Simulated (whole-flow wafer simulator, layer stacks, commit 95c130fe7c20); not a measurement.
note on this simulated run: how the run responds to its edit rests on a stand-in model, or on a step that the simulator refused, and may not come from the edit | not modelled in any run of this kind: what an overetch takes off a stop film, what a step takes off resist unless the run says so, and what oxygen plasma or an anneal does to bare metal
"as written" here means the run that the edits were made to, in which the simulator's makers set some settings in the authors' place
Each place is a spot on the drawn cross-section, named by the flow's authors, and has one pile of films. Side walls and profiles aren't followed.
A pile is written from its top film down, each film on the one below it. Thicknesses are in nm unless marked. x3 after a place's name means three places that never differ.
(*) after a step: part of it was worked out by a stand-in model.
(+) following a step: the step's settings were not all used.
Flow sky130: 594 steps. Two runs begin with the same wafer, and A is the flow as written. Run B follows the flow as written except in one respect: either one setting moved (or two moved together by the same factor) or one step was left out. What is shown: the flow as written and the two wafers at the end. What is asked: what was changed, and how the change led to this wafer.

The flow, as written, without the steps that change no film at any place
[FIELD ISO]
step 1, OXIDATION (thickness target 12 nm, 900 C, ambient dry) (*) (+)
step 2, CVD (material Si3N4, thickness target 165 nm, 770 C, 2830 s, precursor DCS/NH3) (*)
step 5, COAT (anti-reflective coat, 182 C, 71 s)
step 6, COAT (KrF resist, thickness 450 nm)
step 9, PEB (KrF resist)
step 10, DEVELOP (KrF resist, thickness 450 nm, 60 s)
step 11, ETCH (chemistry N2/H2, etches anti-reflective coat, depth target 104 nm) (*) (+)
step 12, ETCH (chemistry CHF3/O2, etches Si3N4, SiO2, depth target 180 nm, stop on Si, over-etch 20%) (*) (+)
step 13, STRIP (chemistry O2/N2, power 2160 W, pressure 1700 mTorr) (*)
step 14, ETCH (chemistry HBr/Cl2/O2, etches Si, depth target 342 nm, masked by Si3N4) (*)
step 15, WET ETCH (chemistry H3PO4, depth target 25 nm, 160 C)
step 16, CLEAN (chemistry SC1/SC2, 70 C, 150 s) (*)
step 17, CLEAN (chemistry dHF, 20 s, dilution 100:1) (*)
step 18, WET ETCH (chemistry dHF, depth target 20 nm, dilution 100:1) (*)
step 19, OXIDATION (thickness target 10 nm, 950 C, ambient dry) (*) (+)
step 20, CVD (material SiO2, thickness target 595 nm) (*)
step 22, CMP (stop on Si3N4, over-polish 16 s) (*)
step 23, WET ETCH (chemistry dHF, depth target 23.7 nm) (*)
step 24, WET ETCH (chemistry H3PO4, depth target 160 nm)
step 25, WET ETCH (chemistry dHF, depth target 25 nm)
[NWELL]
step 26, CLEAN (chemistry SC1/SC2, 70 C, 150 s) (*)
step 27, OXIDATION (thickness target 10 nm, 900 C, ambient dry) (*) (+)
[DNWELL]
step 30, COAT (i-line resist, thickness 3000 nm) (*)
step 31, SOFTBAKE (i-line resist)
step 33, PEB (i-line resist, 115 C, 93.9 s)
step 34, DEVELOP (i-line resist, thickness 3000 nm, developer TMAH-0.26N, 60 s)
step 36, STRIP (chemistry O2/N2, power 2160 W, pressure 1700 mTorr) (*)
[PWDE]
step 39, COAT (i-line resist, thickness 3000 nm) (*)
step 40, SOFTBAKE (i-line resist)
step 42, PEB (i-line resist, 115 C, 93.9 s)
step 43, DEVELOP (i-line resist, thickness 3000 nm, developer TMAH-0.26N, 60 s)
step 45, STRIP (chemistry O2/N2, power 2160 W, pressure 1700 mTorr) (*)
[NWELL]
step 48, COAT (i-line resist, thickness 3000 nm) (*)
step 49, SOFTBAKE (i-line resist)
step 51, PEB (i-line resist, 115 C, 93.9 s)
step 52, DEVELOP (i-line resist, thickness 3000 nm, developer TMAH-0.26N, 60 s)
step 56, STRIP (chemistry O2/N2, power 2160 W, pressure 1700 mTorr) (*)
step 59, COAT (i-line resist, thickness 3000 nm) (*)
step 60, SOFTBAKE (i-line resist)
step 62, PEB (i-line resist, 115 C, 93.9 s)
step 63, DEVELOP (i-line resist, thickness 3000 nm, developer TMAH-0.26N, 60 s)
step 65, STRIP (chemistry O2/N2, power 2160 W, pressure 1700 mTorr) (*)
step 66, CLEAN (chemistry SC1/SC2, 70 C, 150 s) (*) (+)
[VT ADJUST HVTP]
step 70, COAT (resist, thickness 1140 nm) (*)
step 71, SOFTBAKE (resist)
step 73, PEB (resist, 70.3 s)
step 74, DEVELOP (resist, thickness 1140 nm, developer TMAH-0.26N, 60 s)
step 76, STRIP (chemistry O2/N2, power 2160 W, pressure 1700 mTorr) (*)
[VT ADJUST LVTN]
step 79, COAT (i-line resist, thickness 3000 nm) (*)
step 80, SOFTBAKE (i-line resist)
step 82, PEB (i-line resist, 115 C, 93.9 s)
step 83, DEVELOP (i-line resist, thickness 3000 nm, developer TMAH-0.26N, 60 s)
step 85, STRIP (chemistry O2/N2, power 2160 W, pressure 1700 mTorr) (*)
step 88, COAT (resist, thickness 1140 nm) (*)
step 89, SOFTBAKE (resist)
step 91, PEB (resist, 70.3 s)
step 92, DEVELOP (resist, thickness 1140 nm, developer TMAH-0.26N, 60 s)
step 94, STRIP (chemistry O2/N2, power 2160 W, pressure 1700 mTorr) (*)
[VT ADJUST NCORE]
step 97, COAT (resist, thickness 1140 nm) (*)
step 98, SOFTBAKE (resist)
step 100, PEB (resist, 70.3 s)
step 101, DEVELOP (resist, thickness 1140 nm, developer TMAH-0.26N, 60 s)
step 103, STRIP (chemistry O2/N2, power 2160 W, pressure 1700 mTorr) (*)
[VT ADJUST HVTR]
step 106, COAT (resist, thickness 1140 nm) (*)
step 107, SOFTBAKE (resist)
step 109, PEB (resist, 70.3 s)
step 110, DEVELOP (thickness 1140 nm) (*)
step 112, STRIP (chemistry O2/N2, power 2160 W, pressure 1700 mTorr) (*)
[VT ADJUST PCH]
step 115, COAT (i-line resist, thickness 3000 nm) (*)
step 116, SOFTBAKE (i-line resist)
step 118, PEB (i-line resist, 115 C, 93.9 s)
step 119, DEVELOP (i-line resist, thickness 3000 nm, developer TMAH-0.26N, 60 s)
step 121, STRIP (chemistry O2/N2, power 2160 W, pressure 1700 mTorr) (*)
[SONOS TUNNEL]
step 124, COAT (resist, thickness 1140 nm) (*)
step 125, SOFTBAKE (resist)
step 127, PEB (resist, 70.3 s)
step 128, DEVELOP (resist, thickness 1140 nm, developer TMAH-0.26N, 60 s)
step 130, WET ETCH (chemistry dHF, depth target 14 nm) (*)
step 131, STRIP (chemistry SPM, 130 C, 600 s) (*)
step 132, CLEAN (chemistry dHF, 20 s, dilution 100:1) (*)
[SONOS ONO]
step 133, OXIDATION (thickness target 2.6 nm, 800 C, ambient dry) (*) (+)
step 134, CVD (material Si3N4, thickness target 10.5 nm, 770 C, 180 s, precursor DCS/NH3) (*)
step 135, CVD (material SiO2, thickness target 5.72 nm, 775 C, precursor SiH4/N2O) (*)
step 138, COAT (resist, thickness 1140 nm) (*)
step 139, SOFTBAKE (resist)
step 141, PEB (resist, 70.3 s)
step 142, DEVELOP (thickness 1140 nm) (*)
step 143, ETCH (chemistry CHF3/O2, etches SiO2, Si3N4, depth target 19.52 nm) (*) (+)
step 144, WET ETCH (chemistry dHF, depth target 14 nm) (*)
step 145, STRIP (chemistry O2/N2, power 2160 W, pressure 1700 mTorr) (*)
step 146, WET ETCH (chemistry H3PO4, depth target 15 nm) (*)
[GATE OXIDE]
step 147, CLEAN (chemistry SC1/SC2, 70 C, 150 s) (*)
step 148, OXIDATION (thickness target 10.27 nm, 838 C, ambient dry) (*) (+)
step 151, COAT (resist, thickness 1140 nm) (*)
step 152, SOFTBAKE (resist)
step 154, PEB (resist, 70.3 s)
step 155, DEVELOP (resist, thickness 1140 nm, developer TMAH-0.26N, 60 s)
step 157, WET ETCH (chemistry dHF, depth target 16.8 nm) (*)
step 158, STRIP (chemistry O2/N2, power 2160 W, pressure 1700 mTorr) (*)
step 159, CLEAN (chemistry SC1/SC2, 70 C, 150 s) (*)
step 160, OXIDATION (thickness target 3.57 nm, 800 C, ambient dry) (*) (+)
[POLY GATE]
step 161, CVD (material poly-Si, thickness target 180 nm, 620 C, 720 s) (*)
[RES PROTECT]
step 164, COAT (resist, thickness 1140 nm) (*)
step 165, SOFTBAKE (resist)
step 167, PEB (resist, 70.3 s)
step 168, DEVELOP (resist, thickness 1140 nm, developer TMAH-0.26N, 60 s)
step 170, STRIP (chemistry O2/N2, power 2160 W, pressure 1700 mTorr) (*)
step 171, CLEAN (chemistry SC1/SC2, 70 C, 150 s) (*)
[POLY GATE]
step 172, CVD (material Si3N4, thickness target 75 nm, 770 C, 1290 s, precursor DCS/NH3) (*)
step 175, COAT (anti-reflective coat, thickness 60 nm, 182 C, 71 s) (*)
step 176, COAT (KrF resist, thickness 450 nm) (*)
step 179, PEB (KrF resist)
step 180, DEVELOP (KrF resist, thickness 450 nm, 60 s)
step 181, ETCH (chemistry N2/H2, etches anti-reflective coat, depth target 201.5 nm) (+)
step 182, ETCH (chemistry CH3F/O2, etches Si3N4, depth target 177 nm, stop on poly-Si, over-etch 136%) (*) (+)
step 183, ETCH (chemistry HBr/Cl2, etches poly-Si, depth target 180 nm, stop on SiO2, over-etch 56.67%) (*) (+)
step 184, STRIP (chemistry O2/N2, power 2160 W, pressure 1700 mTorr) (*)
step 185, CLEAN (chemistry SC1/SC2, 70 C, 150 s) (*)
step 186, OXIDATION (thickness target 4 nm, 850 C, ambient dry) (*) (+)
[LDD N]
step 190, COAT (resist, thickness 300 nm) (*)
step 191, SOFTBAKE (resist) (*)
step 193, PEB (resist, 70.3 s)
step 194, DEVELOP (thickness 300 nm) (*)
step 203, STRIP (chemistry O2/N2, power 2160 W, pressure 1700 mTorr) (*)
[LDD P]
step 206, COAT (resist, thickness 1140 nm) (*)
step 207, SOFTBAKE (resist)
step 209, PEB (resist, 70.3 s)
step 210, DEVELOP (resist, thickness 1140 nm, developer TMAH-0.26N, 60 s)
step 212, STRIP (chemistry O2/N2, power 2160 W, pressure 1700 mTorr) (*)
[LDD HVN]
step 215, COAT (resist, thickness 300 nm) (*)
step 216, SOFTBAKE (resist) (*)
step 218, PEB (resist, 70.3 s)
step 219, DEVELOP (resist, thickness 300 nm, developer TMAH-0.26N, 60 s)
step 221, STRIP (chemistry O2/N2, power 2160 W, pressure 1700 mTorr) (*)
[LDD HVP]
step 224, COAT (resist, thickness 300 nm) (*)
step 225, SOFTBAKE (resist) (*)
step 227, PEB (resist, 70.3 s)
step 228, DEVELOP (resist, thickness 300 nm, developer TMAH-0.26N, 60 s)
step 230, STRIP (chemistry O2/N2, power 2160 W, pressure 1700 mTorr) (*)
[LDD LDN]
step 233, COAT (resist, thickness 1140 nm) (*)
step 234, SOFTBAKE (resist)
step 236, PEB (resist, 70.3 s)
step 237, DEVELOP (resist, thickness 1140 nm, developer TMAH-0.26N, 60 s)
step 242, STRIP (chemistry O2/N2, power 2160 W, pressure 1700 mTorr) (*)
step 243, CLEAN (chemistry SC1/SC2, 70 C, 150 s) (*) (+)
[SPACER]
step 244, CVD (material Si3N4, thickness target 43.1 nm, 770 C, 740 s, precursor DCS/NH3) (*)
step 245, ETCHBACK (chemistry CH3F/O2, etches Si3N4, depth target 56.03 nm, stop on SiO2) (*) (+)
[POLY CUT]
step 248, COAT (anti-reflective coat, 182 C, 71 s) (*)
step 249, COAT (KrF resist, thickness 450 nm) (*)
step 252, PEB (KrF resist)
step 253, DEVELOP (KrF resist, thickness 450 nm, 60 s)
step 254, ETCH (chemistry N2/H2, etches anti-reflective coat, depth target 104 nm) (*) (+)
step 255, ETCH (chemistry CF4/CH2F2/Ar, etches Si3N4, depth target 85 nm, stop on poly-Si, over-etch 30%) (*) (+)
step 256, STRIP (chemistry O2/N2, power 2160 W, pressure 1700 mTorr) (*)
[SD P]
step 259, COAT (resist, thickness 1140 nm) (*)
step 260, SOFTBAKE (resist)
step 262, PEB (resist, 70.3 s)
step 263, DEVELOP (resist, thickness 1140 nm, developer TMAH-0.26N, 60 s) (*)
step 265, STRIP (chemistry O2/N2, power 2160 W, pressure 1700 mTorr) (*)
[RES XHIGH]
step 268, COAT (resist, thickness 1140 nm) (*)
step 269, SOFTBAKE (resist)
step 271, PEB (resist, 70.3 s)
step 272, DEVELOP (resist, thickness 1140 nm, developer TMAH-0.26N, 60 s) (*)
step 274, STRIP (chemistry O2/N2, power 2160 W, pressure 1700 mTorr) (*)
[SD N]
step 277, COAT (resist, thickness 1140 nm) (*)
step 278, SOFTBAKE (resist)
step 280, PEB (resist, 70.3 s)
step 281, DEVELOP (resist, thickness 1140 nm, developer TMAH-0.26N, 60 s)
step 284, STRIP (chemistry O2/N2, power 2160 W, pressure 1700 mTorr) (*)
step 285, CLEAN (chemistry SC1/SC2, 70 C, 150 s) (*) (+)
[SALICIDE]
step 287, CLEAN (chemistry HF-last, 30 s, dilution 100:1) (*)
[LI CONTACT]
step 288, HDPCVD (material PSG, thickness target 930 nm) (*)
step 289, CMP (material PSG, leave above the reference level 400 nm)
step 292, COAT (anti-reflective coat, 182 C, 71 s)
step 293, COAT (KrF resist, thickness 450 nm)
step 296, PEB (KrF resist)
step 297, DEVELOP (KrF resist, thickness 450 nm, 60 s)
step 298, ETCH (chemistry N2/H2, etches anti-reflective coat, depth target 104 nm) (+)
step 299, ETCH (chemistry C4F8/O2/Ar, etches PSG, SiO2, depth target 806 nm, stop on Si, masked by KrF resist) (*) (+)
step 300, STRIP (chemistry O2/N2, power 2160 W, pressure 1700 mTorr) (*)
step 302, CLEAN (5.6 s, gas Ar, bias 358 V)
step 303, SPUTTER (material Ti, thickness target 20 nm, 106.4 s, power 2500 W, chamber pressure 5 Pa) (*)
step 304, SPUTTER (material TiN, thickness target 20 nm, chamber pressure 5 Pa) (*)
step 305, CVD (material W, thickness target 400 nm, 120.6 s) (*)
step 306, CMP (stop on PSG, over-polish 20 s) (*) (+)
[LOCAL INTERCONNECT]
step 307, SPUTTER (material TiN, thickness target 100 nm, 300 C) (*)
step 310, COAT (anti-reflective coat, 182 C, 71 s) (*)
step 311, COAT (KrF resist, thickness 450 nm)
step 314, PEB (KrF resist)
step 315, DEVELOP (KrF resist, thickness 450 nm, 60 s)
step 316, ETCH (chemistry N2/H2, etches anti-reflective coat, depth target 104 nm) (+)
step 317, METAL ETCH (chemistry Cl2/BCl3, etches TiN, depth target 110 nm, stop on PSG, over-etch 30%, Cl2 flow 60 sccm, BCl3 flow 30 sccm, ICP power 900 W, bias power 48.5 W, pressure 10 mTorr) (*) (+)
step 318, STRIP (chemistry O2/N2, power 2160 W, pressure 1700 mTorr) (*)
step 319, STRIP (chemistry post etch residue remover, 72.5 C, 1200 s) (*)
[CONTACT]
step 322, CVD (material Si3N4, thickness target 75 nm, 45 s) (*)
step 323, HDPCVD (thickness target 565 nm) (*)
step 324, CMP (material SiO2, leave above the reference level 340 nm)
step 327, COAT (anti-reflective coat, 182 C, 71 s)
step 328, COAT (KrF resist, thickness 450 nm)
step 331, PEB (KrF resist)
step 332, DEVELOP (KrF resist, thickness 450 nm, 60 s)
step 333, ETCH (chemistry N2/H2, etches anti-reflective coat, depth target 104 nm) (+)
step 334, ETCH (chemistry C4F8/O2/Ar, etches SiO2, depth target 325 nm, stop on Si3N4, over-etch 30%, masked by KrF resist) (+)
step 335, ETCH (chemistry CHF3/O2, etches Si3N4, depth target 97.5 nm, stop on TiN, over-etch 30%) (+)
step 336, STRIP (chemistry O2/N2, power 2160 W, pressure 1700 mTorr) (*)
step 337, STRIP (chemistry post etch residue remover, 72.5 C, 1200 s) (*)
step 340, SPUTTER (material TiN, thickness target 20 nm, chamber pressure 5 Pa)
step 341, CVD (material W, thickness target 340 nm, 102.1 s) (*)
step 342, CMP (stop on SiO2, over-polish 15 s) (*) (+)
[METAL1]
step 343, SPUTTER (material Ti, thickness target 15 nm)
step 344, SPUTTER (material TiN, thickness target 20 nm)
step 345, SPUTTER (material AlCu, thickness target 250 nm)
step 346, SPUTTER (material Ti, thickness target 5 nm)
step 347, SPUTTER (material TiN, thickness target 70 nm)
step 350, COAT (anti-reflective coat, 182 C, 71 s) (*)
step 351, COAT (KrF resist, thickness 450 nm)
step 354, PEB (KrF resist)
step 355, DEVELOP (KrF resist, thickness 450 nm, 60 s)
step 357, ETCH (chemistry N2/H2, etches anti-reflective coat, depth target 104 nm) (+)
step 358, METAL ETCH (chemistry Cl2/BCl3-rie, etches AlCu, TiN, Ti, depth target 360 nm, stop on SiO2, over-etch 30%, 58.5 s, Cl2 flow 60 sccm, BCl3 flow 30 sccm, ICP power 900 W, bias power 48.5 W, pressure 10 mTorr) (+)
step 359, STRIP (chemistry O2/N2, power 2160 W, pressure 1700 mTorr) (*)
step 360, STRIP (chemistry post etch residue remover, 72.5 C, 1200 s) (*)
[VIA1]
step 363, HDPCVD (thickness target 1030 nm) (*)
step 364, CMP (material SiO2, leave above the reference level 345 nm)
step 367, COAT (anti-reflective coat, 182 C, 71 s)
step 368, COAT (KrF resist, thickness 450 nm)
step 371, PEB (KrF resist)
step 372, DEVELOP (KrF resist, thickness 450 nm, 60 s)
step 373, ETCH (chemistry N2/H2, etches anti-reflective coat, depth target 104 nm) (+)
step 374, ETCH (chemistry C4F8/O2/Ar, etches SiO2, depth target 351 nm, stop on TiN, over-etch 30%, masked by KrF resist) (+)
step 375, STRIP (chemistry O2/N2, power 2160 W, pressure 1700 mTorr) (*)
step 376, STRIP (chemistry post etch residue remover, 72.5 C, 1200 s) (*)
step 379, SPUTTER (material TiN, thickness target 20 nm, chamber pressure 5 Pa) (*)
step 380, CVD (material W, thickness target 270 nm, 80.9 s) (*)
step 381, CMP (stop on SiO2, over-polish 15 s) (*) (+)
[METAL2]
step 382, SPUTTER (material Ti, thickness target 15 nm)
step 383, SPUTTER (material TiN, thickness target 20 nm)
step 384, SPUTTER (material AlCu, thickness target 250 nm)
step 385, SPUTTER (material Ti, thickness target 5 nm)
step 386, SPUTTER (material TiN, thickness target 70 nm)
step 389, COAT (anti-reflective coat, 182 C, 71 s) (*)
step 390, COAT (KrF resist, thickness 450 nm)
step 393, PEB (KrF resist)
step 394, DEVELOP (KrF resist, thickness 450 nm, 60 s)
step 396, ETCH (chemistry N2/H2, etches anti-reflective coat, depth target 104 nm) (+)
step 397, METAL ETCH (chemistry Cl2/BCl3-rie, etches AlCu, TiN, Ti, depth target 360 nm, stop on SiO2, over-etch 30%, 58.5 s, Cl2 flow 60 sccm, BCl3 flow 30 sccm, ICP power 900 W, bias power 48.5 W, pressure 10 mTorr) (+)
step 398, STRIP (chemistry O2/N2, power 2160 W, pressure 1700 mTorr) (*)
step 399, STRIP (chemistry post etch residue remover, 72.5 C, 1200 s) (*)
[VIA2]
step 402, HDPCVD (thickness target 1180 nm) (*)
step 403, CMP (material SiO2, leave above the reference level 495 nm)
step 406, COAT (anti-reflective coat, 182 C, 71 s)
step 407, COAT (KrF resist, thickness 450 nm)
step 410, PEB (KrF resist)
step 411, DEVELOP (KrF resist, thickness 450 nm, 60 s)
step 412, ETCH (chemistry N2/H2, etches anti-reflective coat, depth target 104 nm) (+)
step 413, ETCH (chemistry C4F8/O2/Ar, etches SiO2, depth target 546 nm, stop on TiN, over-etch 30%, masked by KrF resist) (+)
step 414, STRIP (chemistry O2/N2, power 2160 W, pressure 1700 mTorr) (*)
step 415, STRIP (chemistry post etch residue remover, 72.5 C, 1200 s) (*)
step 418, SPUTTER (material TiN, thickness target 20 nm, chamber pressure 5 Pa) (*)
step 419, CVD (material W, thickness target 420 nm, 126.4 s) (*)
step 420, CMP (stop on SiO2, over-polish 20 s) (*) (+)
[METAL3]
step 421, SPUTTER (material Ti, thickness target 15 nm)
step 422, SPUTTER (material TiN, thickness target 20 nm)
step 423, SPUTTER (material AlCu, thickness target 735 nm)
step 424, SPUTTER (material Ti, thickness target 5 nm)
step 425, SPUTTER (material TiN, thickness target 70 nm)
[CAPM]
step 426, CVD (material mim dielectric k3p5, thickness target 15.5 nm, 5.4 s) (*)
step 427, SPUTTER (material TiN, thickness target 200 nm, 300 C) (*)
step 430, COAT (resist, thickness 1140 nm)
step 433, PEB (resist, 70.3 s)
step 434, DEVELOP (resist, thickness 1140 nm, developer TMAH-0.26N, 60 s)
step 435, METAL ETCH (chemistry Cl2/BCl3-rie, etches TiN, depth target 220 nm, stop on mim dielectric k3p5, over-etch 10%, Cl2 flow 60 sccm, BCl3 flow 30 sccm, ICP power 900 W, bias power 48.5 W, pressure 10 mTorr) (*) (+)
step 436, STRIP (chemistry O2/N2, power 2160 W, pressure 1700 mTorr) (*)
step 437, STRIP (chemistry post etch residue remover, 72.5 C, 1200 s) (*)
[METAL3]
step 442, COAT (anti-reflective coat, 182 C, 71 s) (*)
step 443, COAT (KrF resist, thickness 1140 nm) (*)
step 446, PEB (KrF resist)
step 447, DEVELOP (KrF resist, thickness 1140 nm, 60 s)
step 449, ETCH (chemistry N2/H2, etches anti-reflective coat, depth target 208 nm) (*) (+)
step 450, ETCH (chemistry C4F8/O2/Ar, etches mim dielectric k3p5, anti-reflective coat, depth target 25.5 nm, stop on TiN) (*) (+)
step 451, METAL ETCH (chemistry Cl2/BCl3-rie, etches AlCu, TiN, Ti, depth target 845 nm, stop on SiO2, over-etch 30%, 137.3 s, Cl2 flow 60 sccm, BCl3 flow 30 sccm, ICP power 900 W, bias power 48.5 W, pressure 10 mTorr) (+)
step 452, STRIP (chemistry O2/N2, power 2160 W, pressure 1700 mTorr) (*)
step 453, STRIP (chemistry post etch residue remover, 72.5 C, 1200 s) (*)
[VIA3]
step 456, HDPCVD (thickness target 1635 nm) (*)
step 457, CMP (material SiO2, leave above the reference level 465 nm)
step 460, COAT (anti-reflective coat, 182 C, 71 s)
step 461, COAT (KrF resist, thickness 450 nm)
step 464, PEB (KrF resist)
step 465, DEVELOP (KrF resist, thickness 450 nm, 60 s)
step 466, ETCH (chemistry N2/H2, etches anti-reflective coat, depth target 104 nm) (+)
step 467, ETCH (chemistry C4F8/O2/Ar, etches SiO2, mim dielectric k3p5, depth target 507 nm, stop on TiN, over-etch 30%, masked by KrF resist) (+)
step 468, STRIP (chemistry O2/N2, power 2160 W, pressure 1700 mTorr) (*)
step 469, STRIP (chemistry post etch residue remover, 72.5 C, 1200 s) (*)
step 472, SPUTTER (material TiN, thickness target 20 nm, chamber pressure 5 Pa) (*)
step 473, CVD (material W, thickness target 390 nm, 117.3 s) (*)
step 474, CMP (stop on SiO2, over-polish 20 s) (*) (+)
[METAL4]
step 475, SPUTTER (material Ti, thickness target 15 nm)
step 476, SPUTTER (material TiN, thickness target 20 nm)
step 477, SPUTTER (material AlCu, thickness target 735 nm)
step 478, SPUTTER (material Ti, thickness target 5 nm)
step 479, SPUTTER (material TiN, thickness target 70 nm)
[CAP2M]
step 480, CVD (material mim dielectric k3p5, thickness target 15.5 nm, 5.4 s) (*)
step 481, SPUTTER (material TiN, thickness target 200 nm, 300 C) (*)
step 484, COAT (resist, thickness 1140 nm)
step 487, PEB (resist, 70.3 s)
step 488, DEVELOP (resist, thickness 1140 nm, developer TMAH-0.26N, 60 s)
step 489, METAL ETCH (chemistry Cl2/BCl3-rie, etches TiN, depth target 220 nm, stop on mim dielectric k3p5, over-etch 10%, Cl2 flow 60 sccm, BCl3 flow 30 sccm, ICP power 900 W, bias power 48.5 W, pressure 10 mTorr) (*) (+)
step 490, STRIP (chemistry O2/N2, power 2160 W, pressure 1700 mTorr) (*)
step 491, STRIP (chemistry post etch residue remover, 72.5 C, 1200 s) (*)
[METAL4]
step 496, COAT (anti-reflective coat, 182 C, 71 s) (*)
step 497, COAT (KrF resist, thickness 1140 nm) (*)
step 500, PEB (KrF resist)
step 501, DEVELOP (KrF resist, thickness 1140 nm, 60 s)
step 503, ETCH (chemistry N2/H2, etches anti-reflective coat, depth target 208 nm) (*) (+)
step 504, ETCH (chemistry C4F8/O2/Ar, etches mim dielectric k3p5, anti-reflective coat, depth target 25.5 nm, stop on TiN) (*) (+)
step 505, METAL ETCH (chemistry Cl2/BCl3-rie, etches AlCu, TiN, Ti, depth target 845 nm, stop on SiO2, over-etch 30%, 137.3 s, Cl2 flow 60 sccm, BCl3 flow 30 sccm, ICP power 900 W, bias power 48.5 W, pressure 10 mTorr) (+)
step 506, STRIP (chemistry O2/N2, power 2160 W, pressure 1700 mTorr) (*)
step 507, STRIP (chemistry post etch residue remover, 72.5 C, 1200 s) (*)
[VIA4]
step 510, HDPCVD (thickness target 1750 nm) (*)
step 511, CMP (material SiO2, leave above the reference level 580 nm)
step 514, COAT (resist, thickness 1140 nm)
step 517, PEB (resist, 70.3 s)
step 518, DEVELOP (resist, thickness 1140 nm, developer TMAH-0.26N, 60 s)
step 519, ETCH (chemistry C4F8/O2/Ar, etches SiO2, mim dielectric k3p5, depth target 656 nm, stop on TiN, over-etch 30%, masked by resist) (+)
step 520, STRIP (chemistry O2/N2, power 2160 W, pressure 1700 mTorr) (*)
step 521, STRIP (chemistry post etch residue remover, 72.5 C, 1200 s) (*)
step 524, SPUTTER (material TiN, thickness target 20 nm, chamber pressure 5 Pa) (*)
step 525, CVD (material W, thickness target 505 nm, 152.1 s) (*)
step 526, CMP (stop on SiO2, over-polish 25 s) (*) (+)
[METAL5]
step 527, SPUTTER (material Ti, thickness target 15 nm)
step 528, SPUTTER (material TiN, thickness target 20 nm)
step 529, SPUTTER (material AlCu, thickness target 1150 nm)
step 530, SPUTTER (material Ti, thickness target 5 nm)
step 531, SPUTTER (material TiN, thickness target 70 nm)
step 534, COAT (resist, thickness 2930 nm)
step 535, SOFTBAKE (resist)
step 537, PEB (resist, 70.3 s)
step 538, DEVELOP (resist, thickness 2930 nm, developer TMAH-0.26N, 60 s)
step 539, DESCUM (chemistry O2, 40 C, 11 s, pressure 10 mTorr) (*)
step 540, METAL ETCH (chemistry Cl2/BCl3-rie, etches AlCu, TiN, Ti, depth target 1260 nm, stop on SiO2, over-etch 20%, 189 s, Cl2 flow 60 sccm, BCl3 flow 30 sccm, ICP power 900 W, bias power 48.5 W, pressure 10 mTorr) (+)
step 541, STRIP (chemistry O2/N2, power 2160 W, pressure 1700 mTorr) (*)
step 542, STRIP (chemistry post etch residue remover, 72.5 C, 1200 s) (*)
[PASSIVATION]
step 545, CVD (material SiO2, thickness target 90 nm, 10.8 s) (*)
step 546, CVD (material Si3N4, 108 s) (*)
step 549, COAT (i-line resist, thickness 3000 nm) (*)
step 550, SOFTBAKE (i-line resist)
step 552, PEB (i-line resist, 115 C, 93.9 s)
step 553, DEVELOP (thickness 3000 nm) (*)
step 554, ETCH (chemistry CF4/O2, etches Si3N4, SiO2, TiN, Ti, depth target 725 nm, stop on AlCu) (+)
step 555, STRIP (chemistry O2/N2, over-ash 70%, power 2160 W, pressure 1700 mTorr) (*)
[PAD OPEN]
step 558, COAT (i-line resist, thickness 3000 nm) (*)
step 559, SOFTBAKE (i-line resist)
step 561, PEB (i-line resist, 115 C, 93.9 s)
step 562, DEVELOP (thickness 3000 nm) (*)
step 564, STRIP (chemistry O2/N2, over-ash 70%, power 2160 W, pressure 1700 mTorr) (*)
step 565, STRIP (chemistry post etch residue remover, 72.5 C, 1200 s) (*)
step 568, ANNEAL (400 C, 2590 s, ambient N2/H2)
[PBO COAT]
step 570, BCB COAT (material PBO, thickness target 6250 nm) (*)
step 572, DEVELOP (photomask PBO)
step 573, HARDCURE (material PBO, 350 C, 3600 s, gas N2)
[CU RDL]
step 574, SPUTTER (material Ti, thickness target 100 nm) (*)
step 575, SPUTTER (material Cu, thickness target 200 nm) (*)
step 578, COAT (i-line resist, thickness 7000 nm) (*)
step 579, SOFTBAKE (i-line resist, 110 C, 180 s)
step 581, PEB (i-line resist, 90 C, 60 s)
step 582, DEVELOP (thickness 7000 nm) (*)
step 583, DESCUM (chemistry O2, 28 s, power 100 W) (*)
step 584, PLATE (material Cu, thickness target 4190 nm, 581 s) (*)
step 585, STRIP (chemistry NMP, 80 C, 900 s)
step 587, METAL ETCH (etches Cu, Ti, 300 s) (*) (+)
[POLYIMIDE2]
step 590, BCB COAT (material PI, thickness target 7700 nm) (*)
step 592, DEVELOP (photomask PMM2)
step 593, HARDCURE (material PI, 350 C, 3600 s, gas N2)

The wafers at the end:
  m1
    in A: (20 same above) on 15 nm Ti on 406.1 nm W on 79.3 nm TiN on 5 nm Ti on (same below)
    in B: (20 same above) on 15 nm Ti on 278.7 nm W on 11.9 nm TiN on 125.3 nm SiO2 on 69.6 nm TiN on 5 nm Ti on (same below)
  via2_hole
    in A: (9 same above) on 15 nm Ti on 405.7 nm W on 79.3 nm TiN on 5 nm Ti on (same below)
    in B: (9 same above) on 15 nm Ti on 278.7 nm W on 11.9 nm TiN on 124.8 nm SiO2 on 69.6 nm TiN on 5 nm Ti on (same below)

What caused this: step 413, ETCH: depth target 295 nm was run, while the flow as written has depth target 546 nm.

Step by step, how the change led to this:
  step 413, ETCH (chemistry C4F8/O2/Ar, etches SiO2, depth target 546 nm, stop on TiN, over-etch 30%, masked by KrF resist) (+)
      m1: A SiO2 loses 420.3 (all of it) | B SiO2 loses 295
      via2_hole: A SiO2 loses 419.8 (all of it) | B SiO2 loses 295
      (also at 189 further places)
  step 414, STRIP (chemistry O2/N2, power 2160 W, pressure 1700 mTorr) (*)
      field, active, n_well and 186 more: A KrF resist loses 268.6 (all of it), anti-reflective coat loses 80 (all of it) | B KrF resist loses 318.8 (all of it), anti-reflective coat loses 80 (all of it)
  step 418, SPUTTER (material TiN, thickness target 20 nm, chamber pressure 5 Pa) (*)
      m1, via2_hole: A TiN gains 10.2 | B TiN gains 11.9 (new film)
  step 419, CVD (material W, thickness target 420 nm, 126.4 s) (*)
      m1: A W gains 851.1 (new film) | B W gains 723.7 (new film)
      via2_hole: A W gains 850.7 (new film) | B W gains 723.7 (new film)
With metal films that touch counted as one body, m1 has 3 bodies (between them, from the top down: SiO2 125.3; SiO2 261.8 / Si3N4 75); the flow as written gives 2 bodies (between them, from the top down: SiO2 261.8 / Si3N4 75).
With metal films that touch counted as one body, via2_hole has 2 bodies (between them, from the top down: SiO2 124.8); the flow as written gives 1 body.
